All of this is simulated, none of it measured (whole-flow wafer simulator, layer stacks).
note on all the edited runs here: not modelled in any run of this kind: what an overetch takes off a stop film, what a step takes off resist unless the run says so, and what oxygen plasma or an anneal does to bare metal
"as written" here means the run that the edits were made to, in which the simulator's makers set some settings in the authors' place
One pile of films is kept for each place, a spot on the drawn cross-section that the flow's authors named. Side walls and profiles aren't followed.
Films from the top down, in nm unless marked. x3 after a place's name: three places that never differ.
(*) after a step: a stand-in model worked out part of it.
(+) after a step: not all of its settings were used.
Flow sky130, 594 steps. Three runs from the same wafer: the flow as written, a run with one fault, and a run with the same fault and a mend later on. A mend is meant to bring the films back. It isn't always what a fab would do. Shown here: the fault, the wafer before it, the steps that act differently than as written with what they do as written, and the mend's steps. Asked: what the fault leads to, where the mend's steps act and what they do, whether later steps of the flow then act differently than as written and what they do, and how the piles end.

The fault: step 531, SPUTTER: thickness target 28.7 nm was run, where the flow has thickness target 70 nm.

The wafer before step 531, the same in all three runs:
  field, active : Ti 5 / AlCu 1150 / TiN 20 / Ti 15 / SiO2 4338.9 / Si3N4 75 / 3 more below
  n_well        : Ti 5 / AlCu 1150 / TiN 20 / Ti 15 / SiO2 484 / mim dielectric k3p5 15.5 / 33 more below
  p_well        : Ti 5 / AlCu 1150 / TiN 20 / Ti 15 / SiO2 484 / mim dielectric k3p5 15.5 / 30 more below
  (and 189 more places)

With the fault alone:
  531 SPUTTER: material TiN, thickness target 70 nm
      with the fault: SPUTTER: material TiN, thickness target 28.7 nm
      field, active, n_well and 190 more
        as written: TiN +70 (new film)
        with the fault: TiN +28.7 (new film)
  Later steps of the flow that act differently than as written (11 more steps differ only slightly, by at most 2% or 0.5 nm, whichever is larger, and aren't shown):
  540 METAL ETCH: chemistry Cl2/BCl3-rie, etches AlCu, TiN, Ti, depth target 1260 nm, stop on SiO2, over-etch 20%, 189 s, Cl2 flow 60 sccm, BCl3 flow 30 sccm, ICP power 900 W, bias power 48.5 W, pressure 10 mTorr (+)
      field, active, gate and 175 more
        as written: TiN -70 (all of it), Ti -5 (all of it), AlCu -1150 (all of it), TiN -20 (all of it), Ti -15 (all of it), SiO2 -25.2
        with the fault: TiN -28.7 (all of it), Ti -5 (all of it), AlCu -1150 (all of it), TiN -20 (all of it), Ti -15 (all of it), SiO2 -29.3
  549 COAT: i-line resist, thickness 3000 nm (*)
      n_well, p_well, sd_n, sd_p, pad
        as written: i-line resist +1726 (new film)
        with the fault: i-line resist +1762.8 (new film)
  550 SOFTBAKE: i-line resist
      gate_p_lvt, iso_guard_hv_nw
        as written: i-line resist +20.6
        with the fault: i-line resist +19.8
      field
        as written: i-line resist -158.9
        with the fault: i-line resist -155.3
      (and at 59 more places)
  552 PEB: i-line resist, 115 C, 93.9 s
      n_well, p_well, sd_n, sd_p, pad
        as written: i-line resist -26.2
        with the fault: i-line resist -26.8
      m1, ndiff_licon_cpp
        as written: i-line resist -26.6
        with the fault: i-line resist -27.2
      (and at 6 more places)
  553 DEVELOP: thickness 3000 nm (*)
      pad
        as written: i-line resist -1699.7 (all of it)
        with the fault: i-line resist -1736 (all of it)
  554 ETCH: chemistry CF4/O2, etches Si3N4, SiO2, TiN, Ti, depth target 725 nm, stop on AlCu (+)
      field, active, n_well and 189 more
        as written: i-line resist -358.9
        with the fault: i-line resist -317.6
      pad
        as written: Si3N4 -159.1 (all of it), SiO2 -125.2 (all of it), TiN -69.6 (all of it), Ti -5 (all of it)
        with the fault: Si3N4 -159.1 (all of it), SiO2 -125.2 (all of it), TiN -28.3 (all of it), Ti -5 (all of it)
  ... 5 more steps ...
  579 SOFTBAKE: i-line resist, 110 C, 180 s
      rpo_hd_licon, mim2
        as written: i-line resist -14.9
        with the fault: i-line resist -14.3
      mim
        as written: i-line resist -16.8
        with the fault: i-line resist -16.2
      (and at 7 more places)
  At the end the piles differ from the flow's by more than 2% or 0.5 nm, whichever is larger, at n_well, p_well, sd_n and 11 more.
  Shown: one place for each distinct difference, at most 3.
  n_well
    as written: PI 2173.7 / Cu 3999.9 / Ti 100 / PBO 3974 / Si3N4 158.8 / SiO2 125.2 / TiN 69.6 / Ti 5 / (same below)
    with the fault: PI 2178.5 / Cu 3999.9 / Ti 100 / PBO 4003.7 / Si3N4 158.8 / SiO2 125.2 / TiN 28.3 / Ti 5 / (same below)
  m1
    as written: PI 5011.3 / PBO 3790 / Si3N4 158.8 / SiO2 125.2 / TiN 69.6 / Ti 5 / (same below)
    with the fault: PI 5013.4 / PBO 3824.3 / Si3N4 158.8 / SiO2 125.2 / TiN 28.3 / Ti 5 / (same below)
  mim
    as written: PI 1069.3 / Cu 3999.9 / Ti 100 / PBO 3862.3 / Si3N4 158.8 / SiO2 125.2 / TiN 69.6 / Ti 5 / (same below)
    with the fault: PI 1072.9 / Cu 3999.9 / Ti 100 / PBO 3894.3 / Si3N4 158.8 / SiO2 125.2 / TiN 28.3 / Ti 5 / (same below)

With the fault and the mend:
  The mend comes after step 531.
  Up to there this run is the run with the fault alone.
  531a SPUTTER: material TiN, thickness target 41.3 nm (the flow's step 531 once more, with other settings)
      field, active, n_well and 190 more
        TiN +41.3
  No later step of the flow acts differently than as written at any place that is followed.
  At the end the piles are the same as the flow's at every place that both follow.
